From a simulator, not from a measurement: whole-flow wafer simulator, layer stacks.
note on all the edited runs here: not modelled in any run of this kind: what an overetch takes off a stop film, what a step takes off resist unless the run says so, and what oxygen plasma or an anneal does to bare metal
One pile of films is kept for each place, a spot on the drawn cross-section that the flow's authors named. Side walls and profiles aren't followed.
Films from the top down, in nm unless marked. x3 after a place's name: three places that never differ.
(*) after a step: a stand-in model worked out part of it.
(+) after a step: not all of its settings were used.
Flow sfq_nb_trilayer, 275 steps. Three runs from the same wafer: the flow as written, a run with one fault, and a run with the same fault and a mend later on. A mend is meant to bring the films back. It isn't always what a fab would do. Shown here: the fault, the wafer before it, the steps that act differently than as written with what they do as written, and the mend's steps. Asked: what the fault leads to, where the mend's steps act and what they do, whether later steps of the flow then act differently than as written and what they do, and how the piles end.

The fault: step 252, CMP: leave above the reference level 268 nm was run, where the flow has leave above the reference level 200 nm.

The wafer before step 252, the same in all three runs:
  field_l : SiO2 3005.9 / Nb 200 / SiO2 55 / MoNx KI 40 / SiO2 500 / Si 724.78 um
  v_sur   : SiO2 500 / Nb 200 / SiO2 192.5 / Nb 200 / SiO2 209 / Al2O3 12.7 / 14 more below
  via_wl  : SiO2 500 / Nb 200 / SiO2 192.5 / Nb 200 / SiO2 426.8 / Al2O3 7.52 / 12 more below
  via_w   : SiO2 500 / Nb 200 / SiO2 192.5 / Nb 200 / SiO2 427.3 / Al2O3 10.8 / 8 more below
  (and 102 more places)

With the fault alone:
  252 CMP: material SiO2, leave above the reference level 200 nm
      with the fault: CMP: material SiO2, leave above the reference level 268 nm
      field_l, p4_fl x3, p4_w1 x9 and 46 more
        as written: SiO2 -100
        with the fault: SiO2 -32
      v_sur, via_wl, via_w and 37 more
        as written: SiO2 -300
        with the fault: SiO2 -232
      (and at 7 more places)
  Later steps of the flow that act differently than as written (4 more steps differ only slightly, by at most 2% or 0.5 nm, whichever is larger, and aren't shown):
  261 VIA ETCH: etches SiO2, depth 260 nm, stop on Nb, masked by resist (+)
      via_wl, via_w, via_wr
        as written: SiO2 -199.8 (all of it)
        with the fault: SiO2 -260
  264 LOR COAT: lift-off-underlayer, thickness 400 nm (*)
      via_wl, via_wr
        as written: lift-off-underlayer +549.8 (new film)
        with the fault: lift-off-underlayer +594.8 (new film)
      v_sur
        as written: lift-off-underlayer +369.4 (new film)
        with the fault: lift-off-underlayer +360.2 (new film)
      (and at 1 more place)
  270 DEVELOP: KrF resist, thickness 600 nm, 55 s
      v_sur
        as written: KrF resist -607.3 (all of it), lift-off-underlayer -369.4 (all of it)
        with the fault: KrF resist -609.9 (all of it), lift-off-underlayer -360.2 (all of it)
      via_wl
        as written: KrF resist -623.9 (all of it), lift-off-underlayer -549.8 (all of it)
        with the fault: KrF resist -631.4 (all of it), lift-off-underlayer -594.8 (all of it)
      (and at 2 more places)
  At the end the piles differ from the flow's by more than 2% or 0.5 nm, whichever is larger, at field_l, v_sur, via_wl and 103 more.
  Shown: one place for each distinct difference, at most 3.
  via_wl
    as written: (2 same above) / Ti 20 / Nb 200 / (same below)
    with the fault: (2 same above) / Ti 20 / SiO2 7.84 / Nb 200 / (same below)
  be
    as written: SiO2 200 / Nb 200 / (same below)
    with the fault: SiO2 268 / Nb 200 / (same below)
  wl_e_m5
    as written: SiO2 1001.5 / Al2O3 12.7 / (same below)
    with the fault: SiO2 1069.5 / Al2O3 12.7 / (same below)

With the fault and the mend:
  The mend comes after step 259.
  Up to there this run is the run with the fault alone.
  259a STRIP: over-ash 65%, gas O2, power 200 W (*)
      field_l, v_sur, via_sp and 100 more
        KrF resist -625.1 (all of it), anti-reflective coat -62 (all of it)
      via_wl, via_w, via_wr
        anti-reflective coat -62 (all of it)
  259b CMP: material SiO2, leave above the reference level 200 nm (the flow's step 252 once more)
      field_l, v_sur, via_wl and 103 more
        SiO2 -68
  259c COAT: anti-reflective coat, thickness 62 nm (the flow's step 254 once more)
      field_l, v_sur, via_wl and 103 more
        anti-reflective coat +62 (new film)
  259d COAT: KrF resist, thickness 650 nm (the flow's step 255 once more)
      field_l, v_sur, via_wl and 103 more
        KrF resist +650 (new film)
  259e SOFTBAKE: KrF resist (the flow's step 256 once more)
      changes no film at any place that is followed
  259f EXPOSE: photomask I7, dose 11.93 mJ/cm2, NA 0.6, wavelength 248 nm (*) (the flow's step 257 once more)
      changes no film at any place that is followed
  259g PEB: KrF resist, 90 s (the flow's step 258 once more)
      field_l, v_sur, via_wl and 103 more
        KrF resist -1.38
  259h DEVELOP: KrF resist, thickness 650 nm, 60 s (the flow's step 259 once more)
      field_l, v_sur, via_sp and 100 more
        KrF resist -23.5
      via_wl, via_w, via_wr
        KrF resist -648.6 (all of it)
  No later step of the flow acts differently than as written at any place that is followed.
  At the end the piles are the same as the flow's at every place that both follow.
